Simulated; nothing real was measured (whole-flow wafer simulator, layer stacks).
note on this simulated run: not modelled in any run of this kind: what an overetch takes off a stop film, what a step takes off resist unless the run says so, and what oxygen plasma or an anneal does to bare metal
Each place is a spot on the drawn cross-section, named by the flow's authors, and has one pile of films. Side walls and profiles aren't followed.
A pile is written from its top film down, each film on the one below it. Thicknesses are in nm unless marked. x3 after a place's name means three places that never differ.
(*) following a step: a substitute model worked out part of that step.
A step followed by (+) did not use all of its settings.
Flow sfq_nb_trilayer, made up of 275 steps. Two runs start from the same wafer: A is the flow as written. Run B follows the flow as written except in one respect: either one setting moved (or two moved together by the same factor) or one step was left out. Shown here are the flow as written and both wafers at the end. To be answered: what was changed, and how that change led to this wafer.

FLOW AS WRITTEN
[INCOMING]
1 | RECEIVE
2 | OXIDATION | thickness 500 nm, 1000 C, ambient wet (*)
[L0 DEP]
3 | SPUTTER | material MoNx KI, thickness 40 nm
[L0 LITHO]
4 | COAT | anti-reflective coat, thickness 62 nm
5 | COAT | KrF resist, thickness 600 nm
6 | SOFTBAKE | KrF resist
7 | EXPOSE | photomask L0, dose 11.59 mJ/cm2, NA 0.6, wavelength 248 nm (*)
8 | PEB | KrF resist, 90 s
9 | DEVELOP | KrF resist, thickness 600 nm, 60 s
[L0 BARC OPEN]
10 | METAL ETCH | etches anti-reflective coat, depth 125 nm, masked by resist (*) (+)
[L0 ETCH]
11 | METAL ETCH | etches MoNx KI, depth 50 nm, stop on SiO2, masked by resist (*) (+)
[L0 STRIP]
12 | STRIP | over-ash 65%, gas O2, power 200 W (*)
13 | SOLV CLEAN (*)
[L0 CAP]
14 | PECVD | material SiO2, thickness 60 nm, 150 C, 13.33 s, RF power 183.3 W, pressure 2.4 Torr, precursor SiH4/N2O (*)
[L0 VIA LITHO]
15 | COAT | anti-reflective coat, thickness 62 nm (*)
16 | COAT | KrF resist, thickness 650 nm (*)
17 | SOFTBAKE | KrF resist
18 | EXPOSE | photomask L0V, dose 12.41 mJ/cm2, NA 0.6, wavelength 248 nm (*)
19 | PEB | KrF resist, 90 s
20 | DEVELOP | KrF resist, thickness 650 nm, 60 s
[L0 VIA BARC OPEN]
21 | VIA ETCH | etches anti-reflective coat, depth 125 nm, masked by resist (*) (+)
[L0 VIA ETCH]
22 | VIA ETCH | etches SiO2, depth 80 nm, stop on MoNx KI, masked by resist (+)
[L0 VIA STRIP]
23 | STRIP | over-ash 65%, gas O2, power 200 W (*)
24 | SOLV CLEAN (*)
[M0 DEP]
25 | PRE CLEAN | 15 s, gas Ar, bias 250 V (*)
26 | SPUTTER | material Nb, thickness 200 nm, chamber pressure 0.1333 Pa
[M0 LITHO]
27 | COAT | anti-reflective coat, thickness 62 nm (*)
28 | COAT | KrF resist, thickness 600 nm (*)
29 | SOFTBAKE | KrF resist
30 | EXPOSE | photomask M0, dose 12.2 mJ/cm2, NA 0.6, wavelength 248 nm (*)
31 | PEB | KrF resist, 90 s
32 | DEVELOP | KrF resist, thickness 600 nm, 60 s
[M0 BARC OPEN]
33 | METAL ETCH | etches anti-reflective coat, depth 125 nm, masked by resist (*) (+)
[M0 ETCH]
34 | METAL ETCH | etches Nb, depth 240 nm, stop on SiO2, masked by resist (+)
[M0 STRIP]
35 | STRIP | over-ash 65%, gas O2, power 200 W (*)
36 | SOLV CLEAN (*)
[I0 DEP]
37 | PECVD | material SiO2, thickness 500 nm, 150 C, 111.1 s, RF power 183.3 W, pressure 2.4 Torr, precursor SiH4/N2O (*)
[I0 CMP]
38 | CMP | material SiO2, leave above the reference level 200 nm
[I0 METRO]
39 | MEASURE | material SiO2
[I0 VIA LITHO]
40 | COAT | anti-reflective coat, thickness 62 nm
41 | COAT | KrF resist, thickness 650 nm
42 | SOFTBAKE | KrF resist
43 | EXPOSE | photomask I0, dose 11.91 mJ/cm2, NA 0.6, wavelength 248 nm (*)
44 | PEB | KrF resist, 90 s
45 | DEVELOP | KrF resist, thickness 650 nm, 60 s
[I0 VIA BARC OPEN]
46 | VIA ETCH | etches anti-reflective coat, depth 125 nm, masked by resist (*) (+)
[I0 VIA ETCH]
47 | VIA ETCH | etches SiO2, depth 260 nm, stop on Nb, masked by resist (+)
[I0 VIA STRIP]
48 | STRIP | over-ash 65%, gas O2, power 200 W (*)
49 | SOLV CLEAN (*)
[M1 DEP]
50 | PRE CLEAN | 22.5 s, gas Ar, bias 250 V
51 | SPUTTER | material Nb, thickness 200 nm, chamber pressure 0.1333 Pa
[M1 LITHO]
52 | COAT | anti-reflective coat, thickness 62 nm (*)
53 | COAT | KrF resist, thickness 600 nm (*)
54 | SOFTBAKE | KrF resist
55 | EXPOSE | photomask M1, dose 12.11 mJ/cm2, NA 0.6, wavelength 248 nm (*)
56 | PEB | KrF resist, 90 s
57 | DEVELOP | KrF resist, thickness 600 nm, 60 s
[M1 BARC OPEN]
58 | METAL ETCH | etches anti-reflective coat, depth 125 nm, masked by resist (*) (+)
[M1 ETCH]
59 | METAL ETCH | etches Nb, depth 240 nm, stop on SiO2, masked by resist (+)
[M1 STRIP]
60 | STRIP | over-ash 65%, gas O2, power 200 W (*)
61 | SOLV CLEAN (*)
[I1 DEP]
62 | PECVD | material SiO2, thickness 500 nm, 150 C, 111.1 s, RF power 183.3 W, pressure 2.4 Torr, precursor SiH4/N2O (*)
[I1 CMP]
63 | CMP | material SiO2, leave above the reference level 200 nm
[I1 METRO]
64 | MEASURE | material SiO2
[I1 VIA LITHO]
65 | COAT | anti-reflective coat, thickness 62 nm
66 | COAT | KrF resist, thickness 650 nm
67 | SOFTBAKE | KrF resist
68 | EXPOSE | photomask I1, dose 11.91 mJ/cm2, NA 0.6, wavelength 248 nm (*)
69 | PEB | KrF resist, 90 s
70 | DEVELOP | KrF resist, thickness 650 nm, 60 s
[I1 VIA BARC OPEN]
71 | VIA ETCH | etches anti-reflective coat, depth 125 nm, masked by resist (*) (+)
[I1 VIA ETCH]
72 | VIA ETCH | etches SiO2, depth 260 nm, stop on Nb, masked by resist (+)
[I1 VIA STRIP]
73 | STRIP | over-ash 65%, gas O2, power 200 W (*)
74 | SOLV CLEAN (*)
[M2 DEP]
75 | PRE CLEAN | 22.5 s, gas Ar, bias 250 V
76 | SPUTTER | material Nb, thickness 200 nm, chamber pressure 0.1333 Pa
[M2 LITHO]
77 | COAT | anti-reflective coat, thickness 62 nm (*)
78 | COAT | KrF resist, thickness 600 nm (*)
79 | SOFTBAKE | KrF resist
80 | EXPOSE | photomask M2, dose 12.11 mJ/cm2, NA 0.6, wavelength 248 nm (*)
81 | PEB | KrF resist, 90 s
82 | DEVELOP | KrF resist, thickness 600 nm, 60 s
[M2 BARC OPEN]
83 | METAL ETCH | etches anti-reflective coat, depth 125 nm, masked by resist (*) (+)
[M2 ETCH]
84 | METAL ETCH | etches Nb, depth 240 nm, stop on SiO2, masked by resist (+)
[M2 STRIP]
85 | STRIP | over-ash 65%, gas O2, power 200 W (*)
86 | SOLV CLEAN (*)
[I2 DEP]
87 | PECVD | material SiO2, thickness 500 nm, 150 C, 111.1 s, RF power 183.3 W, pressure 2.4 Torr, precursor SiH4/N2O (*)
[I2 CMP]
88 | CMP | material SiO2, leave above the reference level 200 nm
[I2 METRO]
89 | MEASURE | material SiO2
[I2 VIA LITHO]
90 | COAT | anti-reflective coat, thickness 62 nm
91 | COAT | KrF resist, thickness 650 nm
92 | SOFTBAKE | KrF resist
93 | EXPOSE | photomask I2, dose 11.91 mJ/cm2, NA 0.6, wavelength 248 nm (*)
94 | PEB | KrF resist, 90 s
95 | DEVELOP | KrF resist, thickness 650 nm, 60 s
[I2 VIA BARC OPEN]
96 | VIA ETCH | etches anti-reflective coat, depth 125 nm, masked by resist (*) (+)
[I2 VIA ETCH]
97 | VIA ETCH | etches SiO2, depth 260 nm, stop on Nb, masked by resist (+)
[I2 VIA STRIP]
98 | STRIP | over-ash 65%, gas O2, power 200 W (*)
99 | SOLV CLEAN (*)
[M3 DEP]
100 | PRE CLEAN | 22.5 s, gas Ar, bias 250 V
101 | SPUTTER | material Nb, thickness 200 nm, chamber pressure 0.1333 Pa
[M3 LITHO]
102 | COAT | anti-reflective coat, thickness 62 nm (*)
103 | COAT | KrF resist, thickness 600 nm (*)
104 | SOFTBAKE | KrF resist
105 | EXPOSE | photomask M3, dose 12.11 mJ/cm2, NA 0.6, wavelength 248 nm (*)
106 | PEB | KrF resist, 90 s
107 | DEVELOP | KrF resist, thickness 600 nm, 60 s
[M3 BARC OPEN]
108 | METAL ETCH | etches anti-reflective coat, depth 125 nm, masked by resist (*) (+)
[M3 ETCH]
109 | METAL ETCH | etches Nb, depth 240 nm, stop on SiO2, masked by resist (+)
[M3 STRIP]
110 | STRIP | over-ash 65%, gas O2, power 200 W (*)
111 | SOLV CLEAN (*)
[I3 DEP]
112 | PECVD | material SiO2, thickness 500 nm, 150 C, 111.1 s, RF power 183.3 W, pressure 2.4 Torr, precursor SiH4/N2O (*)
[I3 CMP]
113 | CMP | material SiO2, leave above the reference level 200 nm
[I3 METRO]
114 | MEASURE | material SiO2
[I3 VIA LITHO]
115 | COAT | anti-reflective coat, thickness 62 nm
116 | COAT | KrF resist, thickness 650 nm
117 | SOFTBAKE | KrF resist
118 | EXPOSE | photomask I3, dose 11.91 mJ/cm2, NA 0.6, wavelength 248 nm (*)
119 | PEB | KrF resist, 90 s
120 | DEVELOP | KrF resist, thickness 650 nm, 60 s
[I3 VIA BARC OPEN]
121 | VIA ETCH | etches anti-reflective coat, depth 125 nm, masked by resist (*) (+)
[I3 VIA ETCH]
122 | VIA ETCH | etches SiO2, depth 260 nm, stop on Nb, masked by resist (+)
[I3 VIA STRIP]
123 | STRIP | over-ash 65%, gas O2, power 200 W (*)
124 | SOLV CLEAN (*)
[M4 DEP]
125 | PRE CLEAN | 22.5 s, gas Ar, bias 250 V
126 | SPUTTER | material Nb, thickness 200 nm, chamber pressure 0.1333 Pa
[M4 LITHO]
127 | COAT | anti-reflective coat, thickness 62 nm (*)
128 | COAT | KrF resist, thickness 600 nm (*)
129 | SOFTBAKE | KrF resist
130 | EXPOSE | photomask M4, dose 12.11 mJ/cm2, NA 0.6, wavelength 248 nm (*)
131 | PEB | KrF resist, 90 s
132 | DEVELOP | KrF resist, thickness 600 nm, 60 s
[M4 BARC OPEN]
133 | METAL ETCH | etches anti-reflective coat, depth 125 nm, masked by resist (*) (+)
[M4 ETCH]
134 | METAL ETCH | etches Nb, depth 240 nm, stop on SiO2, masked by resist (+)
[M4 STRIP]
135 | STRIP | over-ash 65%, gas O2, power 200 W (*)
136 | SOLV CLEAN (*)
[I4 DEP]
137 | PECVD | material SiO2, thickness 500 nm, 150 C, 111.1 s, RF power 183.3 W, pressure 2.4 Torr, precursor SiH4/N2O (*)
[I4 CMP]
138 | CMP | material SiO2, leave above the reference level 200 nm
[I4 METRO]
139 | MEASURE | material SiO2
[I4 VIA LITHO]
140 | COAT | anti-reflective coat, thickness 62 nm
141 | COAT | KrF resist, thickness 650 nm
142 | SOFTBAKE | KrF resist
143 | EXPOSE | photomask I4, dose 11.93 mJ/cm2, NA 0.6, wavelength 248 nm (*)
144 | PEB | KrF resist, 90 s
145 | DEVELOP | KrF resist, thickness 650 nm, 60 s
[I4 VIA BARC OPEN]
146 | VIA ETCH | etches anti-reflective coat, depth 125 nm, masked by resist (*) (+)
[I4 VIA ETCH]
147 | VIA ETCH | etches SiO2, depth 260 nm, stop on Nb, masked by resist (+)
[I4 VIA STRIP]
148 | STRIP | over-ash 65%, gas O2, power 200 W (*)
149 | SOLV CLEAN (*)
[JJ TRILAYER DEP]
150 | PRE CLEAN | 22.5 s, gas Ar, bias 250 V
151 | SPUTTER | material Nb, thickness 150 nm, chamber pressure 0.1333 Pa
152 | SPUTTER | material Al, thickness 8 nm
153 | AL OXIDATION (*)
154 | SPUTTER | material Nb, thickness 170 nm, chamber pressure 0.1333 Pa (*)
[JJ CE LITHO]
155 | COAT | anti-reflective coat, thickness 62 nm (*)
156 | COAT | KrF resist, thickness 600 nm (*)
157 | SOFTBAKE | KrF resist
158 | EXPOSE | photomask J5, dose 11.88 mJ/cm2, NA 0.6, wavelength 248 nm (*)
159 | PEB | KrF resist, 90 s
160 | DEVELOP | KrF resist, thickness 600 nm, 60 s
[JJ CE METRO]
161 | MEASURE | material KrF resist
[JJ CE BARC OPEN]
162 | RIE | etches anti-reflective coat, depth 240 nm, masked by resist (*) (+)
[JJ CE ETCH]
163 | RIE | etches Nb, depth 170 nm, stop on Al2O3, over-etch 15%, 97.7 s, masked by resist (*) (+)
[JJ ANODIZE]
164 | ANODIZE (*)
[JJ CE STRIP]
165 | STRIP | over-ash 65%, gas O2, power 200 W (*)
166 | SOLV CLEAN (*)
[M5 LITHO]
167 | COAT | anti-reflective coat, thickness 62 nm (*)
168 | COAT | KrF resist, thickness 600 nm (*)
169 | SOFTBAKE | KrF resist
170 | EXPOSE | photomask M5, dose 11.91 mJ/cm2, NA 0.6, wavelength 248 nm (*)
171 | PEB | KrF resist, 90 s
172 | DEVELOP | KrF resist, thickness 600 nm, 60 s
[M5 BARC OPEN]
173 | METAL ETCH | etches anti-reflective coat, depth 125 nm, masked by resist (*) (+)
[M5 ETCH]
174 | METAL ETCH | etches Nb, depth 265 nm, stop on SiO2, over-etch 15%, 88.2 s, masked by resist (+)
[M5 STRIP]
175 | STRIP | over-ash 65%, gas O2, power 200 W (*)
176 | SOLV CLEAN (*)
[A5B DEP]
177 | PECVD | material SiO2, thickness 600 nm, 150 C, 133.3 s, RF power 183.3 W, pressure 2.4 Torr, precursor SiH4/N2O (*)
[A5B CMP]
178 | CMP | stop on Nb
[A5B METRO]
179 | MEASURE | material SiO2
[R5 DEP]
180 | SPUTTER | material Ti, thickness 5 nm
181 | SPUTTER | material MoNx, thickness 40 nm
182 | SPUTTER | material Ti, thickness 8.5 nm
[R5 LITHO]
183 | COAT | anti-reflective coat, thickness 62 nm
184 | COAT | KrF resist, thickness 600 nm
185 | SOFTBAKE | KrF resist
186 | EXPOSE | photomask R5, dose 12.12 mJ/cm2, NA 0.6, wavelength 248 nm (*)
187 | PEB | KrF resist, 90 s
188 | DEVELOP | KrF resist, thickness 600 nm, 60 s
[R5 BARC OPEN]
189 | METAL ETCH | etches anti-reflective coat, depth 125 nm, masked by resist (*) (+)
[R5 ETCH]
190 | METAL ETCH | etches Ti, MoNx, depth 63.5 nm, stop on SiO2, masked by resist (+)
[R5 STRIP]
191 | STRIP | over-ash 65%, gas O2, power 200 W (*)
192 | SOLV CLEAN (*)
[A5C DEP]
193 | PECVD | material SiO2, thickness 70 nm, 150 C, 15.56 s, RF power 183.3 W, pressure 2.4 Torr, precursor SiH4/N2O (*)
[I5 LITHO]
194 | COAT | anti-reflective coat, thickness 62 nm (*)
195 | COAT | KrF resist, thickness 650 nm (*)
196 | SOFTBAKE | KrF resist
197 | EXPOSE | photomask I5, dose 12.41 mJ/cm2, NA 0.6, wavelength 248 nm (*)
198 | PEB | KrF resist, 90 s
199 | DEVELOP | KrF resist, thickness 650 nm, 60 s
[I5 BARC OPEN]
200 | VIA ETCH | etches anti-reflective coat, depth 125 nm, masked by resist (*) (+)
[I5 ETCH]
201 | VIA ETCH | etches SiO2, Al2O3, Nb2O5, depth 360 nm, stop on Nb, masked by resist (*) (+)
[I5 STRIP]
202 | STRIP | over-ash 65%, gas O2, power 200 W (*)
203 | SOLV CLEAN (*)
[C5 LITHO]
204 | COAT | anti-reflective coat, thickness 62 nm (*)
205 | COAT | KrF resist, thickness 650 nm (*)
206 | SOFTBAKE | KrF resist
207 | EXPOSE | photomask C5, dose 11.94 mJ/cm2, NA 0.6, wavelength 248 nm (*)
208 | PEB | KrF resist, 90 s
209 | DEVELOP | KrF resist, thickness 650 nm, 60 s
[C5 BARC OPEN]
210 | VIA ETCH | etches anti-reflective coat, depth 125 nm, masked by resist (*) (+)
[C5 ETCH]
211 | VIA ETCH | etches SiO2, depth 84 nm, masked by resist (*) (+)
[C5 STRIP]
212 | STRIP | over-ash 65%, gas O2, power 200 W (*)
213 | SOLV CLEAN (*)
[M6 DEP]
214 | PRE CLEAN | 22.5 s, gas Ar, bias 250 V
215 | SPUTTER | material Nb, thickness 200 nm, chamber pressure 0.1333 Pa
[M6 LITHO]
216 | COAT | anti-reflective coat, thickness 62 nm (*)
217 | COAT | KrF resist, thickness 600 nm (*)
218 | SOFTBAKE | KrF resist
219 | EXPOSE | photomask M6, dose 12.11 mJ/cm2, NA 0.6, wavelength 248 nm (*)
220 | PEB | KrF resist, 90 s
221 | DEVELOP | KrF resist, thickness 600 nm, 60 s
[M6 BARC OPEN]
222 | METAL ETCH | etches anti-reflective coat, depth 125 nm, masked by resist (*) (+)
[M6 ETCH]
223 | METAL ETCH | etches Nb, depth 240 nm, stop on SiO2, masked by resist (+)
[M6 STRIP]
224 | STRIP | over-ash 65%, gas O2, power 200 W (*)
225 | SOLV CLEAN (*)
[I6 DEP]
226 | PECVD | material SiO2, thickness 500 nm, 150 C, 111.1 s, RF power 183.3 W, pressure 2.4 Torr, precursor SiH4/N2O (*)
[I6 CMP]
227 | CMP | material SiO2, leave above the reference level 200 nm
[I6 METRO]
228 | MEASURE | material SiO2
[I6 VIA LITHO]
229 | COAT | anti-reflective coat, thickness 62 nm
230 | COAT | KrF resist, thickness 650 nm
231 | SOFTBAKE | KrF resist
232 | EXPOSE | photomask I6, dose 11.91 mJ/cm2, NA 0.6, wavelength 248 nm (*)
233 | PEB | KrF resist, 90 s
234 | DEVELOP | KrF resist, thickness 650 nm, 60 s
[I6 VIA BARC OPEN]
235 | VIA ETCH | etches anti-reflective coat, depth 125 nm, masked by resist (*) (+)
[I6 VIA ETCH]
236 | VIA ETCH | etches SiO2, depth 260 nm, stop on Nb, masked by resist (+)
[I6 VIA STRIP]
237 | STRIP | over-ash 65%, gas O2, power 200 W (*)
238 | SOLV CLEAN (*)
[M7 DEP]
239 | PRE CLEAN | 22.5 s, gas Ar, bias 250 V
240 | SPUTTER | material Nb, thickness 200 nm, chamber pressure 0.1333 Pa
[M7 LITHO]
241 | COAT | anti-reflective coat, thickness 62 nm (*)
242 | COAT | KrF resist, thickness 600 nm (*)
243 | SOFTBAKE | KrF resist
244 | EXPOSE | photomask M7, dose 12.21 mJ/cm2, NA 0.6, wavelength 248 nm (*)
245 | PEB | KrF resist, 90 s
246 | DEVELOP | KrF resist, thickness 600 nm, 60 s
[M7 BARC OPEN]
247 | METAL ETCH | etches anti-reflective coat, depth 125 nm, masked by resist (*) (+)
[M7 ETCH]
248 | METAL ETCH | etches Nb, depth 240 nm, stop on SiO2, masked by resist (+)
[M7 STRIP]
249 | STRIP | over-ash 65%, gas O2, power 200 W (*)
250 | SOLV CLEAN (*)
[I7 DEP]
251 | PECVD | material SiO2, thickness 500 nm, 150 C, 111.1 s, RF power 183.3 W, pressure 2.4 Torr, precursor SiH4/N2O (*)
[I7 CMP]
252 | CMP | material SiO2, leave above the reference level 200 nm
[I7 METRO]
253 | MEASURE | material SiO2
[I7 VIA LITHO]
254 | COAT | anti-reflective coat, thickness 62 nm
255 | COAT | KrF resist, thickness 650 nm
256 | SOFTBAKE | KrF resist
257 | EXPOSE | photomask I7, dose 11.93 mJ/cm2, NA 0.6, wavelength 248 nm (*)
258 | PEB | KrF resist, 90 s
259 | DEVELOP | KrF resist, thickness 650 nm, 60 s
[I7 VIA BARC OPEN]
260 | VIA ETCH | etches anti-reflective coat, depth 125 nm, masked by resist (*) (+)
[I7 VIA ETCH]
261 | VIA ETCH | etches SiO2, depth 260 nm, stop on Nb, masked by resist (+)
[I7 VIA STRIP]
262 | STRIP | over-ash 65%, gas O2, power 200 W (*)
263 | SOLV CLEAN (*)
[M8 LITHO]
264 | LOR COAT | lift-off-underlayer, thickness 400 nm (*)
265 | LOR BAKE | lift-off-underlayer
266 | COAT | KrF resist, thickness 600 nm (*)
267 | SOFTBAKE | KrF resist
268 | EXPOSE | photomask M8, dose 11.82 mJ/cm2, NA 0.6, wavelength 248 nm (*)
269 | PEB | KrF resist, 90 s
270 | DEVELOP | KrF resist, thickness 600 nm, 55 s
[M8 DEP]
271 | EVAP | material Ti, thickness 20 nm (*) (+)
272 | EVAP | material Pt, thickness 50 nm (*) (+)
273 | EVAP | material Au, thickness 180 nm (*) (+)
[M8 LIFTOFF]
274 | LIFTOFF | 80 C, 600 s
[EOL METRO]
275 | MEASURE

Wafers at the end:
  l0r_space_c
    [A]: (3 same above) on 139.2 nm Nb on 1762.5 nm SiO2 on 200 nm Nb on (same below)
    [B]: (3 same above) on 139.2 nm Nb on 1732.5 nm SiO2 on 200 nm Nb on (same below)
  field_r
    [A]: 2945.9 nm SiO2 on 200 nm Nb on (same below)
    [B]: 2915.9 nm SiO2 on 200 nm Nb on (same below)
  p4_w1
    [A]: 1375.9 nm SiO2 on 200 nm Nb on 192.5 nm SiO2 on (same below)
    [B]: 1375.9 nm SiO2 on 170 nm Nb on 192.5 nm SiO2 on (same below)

Cause: step 126, SPUTTER: thickness 170 nm was run, while the flow as written has thickness 200 nm.
The wafer lets one read it off: p4_w1 has Nb 170, and step 126 as written asks for 200 nm.

The path from the change to this, step by step:
  126 | SPUTTER | material Nb, thickness 200 nm, chamber pressure 0.1333 Pa
      field_l, v_sur, via_wl and 102 more: A Nb gains 200 (new film) | B Nb gains 170 (new film)
      via_v: A Nb gains 165.5 | B Nb gains 140.5
  134 | METAL ETCH | etches Nb, depth 240 nm, stop on SiO2, masked by resist (+)
      field_l, be, be_sur and 64 more: A Nb loses 200 (all of it) | B Nb loses 170 (all of it)
  137 | PECVD | material SiO2, thickness 500 nm, 150 C, 111.1 s, RF power 183.3 W, pressure 2.4 Torr, precursor SiH4/N2O (*)
      p3_s0, p3_s1, p3_s2, p3_s3, p3_s4, p3_s5: A SiO2 gains 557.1 | B SiO2 gains 527.1
  138 | CMP | material SiO2, leave above the reference level 200 nm
      field_l, be, be_sur and 55 more: A SiO2 loses 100 | B SiO2 loses 130
      lsp_r, l0_sur, l0v: A SiO2 loses 91.9 | B SiO2 loses 123.1
